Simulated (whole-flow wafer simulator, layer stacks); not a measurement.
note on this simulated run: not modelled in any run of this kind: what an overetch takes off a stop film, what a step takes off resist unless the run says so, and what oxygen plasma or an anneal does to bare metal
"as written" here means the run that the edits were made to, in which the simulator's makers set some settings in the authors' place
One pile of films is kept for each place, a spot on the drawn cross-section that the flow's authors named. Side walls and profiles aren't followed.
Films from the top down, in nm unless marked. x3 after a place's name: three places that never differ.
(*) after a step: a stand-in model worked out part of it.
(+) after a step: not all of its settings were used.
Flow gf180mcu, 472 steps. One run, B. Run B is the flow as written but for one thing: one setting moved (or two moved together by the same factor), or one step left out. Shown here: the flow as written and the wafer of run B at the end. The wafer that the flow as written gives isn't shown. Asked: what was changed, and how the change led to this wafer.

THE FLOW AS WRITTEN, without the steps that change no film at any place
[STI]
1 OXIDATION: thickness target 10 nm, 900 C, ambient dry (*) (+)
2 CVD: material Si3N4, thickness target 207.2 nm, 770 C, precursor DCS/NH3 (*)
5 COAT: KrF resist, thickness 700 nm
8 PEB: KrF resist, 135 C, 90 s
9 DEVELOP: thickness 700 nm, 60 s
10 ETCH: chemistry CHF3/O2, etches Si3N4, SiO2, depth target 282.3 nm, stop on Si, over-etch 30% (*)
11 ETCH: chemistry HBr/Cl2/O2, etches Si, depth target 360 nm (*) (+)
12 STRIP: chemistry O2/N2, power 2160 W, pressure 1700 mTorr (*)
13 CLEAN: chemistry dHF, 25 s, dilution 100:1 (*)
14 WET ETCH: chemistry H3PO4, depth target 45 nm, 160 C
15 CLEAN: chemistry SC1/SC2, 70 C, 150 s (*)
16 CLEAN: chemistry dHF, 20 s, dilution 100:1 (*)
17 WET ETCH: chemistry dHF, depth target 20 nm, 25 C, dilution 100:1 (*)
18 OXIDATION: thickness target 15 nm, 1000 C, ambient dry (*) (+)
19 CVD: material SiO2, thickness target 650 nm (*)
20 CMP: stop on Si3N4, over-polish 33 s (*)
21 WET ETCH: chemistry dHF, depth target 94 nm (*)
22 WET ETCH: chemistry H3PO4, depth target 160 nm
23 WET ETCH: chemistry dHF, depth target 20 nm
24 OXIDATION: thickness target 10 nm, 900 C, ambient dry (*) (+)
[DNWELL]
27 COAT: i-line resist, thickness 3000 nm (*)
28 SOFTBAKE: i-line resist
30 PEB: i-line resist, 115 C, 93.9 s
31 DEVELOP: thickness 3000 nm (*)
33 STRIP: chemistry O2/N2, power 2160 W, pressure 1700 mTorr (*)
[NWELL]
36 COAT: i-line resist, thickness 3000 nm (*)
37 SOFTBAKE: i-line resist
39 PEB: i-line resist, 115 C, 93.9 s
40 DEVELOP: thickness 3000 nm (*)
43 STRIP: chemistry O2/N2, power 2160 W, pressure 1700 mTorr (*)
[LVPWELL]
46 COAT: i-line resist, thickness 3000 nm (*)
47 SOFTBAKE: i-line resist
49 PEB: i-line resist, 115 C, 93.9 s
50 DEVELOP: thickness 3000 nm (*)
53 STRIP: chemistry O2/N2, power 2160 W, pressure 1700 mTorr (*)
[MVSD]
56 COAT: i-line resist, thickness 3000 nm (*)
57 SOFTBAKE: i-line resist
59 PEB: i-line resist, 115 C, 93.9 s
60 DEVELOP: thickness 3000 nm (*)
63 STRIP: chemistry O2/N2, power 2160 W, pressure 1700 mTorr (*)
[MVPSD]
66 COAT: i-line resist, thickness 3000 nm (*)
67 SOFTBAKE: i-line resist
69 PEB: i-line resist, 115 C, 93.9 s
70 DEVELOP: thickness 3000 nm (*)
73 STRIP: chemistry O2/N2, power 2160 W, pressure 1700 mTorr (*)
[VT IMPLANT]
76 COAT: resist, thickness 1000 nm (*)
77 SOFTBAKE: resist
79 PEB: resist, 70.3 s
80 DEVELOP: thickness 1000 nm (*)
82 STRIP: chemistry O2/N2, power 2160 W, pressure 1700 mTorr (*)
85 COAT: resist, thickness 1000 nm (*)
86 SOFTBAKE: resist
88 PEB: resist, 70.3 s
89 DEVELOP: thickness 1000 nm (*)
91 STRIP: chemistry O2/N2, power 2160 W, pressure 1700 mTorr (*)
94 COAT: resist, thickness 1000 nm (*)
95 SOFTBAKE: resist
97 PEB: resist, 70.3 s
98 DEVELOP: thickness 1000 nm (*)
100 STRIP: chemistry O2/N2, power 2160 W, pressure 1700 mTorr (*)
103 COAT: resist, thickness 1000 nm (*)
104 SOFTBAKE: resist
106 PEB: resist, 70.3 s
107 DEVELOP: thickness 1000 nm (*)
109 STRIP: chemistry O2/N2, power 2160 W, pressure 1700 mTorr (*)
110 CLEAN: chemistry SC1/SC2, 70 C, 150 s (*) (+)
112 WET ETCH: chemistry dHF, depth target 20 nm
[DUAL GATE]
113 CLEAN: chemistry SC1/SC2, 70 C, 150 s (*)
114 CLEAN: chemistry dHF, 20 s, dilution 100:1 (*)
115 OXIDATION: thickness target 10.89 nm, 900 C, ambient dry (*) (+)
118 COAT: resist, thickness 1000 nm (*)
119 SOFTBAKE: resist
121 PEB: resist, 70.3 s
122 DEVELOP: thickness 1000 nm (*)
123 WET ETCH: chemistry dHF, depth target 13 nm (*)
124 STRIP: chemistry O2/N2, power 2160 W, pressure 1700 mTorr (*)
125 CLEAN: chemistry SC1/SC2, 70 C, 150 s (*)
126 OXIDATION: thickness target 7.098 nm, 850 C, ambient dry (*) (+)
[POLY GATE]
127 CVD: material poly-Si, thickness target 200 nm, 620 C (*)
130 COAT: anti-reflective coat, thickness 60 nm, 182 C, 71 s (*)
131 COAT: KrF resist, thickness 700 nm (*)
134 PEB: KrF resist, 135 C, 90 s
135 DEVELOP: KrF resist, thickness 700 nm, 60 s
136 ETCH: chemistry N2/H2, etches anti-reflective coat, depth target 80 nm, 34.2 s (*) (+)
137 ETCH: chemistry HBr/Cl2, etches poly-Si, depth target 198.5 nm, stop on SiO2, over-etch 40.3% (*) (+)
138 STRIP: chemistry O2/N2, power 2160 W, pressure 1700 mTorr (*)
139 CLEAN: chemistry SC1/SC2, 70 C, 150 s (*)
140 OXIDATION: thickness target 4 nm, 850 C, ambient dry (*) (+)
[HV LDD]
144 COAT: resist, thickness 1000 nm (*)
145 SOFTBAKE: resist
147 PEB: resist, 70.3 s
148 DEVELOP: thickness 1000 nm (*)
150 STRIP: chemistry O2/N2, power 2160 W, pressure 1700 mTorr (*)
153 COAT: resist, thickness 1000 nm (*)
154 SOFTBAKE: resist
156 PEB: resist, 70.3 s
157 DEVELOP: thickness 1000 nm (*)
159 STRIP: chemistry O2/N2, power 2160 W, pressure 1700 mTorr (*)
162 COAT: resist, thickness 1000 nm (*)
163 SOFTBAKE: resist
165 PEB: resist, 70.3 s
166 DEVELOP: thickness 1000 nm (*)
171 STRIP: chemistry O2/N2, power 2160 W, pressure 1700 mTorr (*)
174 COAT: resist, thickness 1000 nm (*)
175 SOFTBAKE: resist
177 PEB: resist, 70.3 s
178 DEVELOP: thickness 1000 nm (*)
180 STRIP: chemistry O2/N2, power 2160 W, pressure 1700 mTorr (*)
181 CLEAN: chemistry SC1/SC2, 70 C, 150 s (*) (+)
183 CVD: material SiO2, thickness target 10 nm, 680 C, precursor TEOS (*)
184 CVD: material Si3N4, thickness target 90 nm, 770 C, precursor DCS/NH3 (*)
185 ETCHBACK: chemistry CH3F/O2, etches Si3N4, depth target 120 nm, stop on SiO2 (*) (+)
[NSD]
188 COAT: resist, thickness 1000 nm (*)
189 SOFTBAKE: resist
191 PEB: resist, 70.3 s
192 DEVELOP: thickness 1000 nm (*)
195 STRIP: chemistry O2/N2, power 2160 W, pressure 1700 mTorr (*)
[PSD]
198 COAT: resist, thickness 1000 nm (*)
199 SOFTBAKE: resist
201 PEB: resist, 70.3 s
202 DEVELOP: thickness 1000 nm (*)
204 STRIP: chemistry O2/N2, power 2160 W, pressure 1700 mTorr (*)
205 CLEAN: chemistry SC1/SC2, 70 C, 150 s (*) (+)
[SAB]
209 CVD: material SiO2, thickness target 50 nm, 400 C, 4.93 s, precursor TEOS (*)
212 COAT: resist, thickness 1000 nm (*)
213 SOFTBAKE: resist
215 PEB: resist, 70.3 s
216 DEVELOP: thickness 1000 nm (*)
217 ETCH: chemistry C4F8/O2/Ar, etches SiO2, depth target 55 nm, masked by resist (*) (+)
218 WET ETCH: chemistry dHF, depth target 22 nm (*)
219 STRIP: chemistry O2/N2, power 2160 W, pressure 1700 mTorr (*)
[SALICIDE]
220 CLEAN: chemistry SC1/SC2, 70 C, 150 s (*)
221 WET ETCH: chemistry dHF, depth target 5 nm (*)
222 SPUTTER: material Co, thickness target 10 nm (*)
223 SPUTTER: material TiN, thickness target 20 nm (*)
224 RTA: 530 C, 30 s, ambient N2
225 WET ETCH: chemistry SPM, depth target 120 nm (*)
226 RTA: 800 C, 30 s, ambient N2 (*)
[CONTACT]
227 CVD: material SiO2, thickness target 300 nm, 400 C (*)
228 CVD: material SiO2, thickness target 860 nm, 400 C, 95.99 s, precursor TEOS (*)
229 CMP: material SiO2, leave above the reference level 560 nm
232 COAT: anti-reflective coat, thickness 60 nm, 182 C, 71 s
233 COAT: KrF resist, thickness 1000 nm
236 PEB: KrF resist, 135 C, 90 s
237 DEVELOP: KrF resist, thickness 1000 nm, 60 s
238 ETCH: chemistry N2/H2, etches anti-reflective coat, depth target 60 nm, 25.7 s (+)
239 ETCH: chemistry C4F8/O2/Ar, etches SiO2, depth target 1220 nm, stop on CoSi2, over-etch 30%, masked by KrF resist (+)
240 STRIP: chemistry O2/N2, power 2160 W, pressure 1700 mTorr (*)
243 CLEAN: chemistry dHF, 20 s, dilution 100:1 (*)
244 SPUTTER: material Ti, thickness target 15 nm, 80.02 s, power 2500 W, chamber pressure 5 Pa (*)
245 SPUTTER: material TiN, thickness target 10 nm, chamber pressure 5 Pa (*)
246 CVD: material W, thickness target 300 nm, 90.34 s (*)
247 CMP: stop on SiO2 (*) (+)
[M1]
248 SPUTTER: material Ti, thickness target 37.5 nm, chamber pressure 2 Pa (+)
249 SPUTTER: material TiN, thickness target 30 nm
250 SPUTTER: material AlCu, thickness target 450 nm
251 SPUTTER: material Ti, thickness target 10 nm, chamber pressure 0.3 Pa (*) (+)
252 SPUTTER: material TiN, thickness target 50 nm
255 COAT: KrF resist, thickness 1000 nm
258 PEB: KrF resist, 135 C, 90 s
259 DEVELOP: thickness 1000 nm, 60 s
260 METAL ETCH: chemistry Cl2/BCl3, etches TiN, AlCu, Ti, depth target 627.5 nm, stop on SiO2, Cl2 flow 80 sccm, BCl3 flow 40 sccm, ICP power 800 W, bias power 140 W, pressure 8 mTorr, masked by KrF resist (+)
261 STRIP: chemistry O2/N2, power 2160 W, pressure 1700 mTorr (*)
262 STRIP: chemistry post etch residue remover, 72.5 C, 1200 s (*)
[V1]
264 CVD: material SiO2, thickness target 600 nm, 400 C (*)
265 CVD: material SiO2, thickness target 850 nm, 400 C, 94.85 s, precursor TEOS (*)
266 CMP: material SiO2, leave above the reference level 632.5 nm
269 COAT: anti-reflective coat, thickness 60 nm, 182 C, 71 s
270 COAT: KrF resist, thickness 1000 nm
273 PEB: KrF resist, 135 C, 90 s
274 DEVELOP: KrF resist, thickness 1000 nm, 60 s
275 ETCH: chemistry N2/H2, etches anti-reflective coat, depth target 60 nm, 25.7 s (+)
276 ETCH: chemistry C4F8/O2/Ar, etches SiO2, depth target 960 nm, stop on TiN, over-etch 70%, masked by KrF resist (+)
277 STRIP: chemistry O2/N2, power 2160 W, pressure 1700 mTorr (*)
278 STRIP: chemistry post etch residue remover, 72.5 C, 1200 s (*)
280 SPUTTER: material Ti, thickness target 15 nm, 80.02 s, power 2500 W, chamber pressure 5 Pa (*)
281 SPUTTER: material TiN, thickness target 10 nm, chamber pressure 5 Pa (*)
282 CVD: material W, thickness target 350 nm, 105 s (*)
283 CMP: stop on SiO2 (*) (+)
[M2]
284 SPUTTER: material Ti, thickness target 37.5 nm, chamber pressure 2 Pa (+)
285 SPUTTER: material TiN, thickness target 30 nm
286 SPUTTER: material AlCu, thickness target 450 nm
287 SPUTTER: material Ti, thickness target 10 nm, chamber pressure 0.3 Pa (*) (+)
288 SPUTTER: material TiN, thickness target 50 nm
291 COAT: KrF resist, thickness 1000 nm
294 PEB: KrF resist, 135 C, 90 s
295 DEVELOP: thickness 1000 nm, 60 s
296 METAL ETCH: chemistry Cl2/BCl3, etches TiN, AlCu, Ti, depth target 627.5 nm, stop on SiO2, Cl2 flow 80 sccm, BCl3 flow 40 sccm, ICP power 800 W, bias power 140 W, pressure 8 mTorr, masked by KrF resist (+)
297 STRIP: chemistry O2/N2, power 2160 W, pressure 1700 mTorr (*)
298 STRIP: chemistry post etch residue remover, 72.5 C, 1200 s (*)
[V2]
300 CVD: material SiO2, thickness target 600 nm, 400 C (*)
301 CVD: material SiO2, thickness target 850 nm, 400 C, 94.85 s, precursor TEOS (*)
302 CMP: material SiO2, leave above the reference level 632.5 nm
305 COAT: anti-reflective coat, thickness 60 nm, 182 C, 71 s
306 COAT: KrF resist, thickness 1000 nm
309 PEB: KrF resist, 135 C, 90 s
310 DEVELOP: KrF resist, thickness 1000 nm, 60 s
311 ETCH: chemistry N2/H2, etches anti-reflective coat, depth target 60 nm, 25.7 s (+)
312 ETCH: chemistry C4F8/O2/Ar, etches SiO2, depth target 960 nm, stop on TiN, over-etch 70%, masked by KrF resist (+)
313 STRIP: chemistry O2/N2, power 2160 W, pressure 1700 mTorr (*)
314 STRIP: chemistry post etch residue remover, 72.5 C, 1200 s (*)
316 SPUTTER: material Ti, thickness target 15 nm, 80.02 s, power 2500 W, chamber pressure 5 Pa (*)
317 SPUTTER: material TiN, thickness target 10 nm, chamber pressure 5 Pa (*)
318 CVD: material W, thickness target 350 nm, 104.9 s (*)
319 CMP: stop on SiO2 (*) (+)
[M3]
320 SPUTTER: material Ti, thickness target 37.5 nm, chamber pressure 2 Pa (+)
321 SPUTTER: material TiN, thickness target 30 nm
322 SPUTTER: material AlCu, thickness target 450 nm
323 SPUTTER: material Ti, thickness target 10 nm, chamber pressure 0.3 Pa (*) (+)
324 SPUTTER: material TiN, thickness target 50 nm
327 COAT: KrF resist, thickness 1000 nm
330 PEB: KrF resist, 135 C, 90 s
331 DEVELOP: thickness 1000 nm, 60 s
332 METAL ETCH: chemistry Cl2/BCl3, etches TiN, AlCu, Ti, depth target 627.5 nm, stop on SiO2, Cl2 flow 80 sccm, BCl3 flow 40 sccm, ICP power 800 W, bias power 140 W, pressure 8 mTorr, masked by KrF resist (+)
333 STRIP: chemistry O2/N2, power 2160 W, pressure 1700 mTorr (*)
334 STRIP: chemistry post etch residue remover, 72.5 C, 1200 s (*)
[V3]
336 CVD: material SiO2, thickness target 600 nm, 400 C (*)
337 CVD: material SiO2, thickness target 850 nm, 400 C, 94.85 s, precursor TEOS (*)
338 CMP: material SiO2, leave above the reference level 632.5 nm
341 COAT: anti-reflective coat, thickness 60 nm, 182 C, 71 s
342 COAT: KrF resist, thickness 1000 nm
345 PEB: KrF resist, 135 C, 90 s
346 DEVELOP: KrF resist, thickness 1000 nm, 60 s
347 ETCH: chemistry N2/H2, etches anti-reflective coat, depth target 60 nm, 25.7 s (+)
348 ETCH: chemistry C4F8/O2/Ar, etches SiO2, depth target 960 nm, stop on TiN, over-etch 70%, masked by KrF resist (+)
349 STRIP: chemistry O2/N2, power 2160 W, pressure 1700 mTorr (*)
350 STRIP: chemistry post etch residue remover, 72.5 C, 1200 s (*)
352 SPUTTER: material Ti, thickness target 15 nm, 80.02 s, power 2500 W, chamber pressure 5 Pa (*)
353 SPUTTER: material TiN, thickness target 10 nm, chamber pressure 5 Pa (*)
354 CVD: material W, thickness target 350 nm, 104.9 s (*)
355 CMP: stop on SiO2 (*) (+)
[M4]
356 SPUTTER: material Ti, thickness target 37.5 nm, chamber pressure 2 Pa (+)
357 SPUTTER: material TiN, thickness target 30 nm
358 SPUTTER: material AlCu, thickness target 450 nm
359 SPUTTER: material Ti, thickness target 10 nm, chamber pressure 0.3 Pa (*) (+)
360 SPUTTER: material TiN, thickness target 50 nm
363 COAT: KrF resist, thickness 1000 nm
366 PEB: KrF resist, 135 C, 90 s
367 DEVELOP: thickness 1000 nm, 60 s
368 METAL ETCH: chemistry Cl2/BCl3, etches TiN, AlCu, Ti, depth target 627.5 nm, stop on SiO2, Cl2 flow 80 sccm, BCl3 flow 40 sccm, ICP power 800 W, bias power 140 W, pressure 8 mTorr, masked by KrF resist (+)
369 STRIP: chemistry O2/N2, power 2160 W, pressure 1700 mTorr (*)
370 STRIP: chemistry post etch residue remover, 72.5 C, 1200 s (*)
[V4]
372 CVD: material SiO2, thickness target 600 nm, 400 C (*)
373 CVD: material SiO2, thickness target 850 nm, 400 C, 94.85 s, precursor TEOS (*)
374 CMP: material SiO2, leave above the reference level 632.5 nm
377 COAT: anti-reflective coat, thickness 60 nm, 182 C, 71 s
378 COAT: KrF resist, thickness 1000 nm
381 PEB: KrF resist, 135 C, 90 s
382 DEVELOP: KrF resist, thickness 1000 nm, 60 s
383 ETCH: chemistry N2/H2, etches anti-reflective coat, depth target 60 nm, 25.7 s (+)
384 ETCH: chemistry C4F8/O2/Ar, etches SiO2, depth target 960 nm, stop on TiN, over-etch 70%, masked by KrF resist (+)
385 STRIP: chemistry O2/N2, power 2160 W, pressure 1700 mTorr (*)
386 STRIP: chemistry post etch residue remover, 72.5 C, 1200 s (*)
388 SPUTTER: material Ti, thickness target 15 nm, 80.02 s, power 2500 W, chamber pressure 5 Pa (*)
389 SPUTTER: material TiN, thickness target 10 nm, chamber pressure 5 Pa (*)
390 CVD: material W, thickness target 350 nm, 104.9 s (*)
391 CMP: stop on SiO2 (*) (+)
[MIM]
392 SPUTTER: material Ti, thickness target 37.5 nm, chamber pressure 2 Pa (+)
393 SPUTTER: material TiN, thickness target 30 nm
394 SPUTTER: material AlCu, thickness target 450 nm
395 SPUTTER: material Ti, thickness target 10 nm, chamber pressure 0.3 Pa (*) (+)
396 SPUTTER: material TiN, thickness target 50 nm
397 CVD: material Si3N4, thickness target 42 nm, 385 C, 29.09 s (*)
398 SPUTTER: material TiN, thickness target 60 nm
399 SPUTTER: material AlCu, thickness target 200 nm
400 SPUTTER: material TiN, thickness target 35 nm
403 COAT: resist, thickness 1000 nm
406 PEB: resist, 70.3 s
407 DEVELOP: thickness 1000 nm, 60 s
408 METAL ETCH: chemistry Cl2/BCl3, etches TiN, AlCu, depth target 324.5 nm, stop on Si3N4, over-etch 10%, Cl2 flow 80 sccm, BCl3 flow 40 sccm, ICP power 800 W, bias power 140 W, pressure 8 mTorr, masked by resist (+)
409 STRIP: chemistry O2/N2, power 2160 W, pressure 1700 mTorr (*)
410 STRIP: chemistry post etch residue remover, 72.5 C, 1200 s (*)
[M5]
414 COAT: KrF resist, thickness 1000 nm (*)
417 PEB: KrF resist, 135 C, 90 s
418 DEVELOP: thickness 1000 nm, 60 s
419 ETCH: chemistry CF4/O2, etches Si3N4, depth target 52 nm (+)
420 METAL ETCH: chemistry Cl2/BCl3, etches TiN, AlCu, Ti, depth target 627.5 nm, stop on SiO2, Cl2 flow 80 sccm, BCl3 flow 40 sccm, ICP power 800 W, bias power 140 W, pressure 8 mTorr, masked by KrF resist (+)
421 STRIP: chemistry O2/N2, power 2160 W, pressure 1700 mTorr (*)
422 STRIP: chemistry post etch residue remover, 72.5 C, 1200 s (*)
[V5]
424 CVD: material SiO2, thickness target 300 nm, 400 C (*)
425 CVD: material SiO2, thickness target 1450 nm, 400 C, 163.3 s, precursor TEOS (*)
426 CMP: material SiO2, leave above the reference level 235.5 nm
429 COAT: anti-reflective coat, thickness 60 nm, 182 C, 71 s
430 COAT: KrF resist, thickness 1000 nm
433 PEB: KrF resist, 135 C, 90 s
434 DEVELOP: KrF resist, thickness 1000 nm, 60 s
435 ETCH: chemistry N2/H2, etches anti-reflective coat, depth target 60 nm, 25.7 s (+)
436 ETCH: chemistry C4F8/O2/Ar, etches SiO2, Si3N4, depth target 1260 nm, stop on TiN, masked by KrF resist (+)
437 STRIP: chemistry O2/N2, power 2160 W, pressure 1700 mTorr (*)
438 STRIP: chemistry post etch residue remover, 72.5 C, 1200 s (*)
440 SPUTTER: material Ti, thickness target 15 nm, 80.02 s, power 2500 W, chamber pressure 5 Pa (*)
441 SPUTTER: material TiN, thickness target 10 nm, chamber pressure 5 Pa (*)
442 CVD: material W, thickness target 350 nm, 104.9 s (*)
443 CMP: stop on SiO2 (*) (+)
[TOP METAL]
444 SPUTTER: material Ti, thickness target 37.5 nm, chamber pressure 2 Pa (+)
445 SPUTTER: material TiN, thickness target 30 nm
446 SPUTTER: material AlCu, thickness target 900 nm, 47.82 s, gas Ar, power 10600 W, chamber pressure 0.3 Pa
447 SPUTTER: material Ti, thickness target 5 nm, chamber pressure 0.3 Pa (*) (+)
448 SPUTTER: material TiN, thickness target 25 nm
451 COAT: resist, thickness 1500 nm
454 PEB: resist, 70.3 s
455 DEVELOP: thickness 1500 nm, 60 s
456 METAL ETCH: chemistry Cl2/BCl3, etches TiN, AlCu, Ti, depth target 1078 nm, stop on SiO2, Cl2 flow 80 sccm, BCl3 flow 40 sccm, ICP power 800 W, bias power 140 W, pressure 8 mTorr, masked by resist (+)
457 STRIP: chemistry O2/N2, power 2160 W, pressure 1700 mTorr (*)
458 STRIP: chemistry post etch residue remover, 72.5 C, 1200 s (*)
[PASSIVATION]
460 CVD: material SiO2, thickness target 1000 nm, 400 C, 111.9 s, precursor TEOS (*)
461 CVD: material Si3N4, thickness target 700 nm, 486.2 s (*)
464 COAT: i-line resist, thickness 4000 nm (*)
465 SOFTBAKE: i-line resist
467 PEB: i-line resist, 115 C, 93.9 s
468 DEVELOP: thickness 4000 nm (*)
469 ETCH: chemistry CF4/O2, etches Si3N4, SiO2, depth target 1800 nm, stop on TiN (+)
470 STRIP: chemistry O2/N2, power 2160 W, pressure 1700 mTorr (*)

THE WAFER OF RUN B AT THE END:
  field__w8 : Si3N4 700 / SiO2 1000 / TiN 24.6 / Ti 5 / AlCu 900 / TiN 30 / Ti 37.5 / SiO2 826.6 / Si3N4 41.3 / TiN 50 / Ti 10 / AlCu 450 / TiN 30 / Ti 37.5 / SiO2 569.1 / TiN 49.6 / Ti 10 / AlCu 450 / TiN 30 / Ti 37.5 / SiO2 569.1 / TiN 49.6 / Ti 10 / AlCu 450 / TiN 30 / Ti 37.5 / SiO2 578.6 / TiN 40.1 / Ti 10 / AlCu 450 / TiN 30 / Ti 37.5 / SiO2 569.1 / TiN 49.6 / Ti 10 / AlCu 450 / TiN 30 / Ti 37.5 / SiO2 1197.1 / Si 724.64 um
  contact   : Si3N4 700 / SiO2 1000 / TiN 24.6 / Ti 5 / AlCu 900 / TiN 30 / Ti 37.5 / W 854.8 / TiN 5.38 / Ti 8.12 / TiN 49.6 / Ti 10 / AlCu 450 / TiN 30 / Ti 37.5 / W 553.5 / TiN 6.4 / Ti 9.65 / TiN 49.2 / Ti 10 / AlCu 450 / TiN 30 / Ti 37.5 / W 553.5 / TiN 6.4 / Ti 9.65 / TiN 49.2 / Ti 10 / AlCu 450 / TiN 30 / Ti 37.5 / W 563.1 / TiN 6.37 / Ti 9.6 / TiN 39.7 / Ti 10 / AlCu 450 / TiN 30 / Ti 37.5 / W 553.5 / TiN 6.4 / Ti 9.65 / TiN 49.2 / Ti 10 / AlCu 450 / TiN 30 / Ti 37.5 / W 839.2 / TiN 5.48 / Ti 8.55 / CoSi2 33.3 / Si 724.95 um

The cause: step 288, SPUTTER: thickness target 40.5 nm was run, where the flow has thickness target 50 nm.

How the change led to this, step by step:
  288 SPUTTER: material TiN, thickness target 50 nm
      field, field__w1, field__w2 and 108 more: TiN +40.5 (new film) (as written it would be: TiN +50 (new film))
  296 METAL ETCH: chemistry Cl2/BCl3, etches TiN, AlCu, Ti, depth target 627.5 nm, stop on SiO2, Cl2 flow 80 sccm, BCl3 flow 40 sccm, ICP power 800 W, bias power 140 W, pressure 8 mTorr, masked by KrF resist (+)
      field, field__w1, field__w2 and 103 more: TiN -40.5 (all of it), Ti -10 (all of it), AlCu -450 (all of it), TiN -30 (all of it), Ti -37.5 (all of it) (as written it would be: TiN -50 (all of it), Ti -10 (all of it), AlCu -450 (all of it), TiN -30 (all of it), Ti -37.5 (all of it))
